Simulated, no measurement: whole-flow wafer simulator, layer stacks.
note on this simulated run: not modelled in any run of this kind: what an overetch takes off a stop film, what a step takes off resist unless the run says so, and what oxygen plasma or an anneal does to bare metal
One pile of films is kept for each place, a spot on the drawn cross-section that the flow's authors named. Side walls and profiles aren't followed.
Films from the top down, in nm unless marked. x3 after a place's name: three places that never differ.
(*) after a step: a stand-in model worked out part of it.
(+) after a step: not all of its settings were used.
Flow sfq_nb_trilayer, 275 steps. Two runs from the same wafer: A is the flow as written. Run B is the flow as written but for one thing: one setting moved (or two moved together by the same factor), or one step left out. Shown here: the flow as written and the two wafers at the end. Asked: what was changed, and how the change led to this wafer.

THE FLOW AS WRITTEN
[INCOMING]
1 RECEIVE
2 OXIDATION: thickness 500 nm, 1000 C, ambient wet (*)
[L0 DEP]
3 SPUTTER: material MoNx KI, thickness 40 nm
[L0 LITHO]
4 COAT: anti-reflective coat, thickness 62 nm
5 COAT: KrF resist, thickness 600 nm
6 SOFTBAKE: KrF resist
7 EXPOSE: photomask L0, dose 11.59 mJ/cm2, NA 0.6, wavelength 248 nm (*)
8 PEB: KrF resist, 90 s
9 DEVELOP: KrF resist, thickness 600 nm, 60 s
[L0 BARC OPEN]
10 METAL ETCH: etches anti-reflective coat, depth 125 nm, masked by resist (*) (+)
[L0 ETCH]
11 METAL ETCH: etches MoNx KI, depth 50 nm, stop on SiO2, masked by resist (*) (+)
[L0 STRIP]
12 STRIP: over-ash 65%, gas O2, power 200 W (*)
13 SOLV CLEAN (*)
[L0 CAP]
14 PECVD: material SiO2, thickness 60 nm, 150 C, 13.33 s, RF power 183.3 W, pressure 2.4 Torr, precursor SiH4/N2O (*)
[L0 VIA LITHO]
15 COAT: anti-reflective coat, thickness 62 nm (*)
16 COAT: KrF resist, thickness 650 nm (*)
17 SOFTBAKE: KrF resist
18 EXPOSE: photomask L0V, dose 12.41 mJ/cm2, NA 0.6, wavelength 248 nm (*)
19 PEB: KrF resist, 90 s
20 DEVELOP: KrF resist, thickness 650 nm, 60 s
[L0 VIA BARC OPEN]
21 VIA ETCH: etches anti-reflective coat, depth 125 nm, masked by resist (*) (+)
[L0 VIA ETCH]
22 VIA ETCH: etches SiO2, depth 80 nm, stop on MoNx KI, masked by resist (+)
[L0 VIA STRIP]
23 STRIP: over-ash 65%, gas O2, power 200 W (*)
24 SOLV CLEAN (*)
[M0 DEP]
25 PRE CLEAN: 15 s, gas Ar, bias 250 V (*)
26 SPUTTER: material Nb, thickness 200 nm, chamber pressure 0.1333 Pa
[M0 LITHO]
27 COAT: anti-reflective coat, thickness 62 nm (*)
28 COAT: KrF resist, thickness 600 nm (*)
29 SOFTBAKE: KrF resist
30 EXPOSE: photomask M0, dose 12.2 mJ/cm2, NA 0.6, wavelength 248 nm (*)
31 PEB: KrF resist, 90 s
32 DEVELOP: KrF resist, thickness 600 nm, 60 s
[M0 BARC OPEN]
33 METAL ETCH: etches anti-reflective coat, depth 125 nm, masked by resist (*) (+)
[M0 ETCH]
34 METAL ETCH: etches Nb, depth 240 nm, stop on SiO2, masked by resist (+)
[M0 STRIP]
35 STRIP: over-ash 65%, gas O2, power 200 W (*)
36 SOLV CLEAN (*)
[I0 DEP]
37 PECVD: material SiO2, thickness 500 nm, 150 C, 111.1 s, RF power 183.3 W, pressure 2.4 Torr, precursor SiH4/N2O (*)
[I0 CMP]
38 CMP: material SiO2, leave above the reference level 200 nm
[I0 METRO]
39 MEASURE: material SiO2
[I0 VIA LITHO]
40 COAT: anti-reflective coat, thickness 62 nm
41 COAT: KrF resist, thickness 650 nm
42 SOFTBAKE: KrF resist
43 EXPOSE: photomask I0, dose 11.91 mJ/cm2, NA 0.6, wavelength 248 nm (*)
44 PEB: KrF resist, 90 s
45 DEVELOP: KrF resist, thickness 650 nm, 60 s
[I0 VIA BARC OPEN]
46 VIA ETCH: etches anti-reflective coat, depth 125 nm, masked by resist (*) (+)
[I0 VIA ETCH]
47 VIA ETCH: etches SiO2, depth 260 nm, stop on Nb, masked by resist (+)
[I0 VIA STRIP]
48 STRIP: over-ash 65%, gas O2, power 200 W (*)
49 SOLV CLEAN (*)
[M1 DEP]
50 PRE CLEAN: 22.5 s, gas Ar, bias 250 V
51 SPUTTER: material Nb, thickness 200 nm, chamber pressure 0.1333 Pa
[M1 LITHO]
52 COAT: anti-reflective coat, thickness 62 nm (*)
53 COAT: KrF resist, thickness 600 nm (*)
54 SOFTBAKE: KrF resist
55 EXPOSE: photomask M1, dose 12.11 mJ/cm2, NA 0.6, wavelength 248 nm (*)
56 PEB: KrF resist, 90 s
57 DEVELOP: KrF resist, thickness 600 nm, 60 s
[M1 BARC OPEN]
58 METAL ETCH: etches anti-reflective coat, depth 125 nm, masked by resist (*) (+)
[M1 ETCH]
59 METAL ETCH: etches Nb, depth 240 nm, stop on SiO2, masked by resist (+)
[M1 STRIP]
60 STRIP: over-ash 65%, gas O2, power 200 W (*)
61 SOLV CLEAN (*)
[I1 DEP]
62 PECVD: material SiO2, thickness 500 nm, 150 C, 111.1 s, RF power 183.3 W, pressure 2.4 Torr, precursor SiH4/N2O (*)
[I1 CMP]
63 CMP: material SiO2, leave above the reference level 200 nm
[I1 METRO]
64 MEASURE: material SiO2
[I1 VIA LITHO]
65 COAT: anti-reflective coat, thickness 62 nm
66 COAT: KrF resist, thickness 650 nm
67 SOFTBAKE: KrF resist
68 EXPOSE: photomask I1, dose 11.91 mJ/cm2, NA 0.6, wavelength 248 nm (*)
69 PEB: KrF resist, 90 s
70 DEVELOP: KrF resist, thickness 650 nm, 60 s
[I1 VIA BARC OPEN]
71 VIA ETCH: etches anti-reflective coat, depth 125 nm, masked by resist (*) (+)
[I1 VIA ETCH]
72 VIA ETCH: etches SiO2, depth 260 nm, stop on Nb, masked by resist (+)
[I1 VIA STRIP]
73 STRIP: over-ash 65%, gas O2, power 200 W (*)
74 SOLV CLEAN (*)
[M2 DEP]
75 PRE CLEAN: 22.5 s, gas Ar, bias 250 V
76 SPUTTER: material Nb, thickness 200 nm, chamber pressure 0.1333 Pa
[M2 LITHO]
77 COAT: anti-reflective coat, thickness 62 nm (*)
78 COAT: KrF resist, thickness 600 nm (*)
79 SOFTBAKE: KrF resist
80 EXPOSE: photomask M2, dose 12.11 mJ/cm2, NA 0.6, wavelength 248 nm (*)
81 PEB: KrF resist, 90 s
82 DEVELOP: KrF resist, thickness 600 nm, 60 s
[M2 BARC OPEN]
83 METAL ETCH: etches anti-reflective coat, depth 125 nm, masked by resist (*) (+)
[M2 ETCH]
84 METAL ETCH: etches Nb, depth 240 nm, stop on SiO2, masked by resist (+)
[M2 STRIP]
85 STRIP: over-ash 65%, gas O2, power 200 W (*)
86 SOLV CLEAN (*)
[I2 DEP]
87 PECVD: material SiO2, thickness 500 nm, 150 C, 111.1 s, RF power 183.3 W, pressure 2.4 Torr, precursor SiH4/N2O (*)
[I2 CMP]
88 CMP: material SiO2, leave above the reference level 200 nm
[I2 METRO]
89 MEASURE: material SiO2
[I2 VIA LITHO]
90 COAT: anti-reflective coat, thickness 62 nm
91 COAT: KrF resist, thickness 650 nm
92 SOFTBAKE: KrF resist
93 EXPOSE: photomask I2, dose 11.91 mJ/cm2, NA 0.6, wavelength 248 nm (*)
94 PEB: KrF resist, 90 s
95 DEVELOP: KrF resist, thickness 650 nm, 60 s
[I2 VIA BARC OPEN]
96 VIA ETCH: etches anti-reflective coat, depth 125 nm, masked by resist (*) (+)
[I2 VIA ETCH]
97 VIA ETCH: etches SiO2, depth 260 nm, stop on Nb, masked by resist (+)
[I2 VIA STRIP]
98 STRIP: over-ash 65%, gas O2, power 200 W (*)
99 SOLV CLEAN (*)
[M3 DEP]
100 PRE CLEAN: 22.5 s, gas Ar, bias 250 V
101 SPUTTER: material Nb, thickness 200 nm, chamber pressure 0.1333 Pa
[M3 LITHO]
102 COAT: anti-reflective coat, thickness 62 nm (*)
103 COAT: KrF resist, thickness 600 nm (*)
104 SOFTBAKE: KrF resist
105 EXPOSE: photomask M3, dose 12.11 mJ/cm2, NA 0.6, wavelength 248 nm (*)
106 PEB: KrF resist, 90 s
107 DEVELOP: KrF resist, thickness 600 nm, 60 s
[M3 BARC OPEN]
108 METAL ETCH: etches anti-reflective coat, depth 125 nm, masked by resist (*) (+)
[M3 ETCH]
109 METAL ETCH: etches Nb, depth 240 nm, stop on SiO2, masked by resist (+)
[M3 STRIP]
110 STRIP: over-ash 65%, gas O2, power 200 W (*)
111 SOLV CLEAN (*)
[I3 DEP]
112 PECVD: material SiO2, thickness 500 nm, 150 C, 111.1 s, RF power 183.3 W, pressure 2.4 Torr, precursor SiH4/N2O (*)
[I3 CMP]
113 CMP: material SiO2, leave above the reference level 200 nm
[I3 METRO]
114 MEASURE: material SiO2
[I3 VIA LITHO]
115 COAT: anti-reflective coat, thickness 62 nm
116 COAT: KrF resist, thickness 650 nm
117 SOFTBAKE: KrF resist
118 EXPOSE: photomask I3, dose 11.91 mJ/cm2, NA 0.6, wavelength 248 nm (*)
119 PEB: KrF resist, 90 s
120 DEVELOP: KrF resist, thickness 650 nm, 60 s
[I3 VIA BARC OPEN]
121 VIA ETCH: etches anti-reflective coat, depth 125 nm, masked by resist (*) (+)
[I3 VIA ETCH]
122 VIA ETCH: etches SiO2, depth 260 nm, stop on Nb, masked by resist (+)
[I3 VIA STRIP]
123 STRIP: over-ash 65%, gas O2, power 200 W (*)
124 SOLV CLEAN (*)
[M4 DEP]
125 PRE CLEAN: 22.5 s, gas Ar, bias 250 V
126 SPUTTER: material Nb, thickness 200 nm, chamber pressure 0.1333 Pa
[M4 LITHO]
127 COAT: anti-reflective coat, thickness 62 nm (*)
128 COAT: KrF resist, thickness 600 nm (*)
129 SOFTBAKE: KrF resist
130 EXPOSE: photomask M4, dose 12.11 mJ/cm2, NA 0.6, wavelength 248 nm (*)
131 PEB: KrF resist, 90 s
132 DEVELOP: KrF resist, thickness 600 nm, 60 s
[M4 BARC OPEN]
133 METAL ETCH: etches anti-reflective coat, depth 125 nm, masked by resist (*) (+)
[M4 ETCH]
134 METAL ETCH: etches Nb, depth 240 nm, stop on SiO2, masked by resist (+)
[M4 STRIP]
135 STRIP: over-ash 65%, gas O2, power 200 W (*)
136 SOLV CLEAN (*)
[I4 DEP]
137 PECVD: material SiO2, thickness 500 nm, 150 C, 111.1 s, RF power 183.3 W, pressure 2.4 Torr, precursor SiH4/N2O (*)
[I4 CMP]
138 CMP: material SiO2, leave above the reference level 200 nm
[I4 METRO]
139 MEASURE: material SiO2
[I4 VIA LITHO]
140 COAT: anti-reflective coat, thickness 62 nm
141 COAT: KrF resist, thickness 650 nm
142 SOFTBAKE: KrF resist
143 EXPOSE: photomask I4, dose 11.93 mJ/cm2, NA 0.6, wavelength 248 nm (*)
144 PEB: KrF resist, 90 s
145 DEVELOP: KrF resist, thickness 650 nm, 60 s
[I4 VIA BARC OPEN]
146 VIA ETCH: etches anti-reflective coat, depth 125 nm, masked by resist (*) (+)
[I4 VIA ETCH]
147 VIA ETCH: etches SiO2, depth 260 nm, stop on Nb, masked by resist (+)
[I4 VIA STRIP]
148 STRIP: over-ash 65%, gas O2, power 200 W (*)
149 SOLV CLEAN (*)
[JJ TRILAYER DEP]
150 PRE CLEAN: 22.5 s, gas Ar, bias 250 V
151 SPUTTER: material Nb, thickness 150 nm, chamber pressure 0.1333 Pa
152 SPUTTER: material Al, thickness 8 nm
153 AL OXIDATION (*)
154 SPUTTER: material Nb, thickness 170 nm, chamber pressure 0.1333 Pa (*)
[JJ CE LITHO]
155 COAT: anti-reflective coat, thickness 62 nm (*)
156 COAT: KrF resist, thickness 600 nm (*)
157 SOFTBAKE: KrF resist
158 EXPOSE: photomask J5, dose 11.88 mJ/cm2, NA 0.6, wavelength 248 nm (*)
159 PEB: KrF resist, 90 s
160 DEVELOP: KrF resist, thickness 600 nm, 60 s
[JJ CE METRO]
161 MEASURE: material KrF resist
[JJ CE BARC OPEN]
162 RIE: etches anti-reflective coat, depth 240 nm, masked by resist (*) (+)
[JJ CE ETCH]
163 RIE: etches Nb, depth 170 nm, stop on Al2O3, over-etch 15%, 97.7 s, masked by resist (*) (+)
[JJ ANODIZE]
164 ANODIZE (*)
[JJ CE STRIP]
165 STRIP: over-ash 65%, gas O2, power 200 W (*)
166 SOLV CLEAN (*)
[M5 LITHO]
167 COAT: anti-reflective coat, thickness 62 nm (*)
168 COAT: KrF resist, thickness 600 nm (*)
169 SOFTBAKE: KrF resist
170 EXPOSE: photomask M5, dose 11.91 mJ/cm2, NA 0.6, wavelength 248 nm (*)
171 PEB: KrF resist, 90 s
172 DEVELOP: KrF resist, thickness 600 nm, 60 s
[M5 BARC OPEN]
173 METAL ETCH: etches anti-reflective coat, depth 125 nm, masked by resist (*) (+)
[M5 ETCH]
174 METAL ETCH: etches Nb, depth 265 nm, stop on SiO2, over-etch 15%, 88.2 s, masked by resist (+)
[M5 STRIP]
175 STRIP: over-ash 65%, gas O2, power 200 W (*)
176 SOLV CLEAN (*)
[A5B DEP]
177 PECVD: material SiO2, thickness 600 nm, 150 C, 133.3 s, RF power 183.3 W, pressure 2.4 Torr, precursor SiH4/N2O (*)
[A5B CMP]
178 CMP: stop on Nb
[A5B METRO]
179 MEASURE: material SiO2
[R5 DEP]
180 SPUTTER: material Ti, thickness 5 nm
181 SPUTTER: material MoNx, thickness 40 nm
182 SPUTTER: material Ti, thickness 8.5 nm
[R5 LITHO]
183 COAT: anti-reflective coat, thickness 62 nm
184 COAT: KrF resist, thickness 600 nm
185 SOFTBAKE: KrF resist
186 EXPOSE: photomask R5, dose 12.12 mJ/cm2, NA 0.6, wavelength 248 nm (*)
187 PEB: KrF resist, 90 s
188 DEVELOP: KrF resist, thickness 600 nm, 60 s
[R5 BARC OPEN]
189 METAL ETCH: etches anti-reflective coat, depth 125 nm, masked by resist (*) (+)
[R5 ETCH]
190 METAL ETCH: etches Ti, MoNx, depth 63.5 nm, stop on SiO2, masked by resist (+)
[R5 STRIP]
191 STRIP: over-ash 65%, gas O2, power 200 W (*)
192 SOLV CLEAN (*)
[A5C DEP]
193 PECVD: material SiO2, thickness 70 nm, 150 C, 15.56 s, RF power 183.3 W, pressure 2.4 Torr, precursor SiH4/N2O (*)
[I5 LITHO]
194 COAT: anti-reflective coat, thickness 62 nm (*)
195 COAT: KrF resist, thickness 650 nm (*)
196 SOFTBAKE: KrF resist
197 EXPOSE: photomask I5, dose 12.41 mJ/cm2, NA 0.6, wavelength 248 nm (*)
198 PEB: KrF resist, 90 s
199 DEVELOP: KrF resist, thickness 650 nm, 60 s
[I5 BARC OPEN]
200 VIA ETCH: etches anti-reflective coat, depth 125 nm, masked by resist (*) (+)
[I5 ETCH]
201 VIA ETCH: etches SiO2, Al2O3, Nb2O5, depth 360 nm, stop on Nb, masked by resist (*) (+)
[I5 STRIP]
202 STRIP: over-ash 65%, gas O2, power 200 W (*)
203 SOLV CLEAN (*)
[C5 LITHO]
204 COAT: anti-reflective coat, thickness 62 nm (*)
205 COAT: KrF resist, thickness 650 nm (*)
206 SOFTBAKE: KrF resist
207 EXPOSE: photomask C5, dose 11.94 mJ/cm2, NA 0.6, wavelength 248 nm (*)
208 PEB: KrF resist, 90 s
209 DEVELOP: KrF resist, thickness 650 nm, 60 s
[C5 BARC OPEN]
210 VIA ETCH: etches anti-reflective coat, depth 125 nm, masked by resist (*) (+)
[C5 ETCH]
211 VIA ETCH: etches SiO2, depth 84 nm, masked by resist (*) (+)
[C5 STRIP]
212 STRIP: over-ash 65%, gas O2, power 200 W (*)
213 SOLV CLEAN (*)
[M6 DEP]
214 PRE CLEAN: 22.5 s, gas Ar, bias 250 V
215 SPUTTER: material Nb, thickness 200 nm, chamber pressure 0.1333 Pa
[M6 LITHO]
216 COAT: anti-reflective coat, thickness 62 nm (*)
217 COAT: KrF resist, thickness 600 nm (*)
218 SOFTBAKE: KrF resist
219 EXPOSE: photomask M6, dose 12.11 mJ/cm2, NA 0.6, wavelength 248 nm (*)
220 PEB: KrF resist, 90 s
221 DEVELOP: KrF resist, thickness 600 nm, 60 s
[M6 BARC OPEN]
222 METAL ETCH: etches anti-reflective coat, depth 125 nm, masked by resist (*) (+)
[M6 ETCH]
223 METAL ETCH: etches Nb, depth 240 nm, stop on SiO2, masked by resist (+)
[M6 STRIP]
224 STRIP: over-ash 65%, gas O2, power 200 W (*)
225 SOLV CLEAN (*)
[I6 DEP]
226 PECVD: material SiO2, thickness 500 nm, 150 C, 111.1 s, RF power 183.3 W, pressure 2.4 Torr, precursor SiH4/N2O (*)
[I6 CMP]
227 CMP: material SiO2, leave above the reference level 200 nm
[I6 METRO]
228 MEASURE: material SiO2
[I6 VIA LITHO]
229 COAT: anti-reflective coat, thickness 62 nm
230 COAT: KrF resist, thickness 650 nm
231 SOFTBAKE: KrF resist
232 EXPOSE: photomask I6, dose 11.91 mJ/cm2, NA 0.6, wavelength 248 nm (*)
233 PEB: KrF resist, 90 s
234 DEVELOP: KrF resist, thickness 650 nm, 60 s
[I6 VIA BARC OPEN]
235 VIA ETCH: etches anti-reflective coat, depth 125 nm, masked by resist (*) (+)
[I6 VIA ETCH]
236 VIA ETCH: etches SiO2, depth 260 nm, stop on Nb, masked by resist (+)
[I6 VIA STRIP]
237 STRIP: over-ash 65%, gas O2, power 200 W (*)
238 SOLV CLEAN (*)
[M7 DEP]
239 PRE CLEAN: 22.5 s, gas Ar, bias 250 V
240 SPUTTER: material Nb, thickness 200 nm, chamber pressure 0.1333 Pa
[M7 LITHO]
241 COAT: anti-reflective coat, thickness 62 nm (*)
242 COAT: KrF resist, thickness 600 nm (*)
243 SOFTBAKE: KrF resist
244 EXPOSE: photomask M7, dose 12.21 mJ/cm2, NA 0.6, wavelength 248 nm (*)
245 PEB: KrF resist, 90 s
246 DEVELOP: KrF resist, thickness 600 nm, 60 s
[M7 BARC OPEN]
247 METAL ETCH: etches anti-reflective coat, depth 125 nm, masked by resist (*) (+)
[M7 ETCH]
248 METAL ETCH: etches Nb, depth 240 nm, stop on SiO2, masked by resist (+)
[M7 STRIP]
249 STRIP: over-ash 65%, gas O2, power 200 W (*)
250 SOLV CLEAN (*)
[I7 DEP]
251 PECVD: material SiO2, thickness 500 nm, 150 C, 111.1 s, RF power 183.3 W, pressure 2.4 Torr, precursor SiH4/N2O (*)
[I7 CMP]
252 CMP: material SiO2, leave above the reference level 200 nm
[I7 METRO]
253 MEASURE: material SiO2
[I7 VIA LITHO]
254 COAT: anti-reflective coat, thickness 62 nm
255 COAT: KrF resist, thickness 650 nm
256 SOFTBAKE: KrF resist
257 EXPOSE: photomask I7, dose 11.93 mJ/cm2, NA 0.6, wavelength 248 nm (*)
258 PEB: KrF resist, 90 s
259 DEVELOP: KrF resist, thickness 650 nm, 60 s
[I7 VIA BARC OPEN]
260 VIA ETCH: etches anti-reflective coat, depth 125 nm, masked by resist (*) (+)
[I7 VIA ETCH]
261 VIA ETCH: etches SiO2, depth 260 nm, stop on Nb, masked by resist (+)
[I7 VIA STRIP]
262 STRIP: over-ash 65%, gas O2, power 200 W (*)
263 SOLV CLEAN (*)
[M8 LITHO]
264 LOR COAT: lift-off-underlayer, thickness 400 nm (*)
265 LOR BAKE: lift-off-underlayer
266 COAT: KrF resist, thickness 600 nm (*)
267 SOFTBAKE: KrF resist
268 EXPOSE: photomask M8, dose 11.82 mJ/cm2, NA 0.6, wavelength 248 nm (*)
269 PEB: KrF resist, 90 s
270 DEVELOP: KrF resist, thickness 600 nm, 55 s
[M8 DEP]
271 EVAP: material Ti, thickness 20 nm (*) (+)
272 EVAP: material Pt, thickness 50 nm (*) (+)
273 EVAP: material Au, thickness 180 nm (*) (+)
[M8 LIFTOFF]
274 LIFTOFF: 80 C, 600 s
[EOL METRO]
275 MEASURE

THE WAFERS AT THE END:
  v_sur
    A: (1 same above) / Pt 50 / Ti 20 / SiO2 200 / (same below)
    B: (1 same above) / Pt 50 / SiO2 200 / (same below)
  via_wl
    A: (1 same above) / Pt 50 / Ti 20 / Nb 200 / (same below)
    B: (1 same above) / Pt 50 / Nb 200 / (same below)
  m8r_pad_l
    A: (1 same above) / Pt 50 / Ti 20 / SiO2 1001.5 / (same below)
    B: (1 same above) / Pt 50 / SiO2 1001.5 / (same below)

The cause: step 271, EVAP: material Ti, thickness 20 nm (*) (+), was left out.

How the change led to this, step by step:
  274 LIFTOFF: 80 C, 600 s
      p4_fl, p4_fm, p4_w1 and 71 more: A Au -180 (all of it), Pt -50 (all of it), Ti -20 (all of it), KrF resist -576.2 (all of it), lift-off-underlayer -400 (all of it) | B Au -180 (all of it), Pt -50 (all of it), KrF resist -576.2 (all of it), lift-off-underlayer -400 (all of it)
      c5j, ce_r: A Au -180 (all of it), Pt -50 (all of it), Ti -20 (all of it), KrF resist -573.3 (all of it), lift-off-underlayer -399.3 (all of it) | B Au -180 (all of it), Pt -50 (all of it), KrF resist -573.3 (all of it), lift-off-underlayer -399.3 (all of it)
      (and at 19 more places)
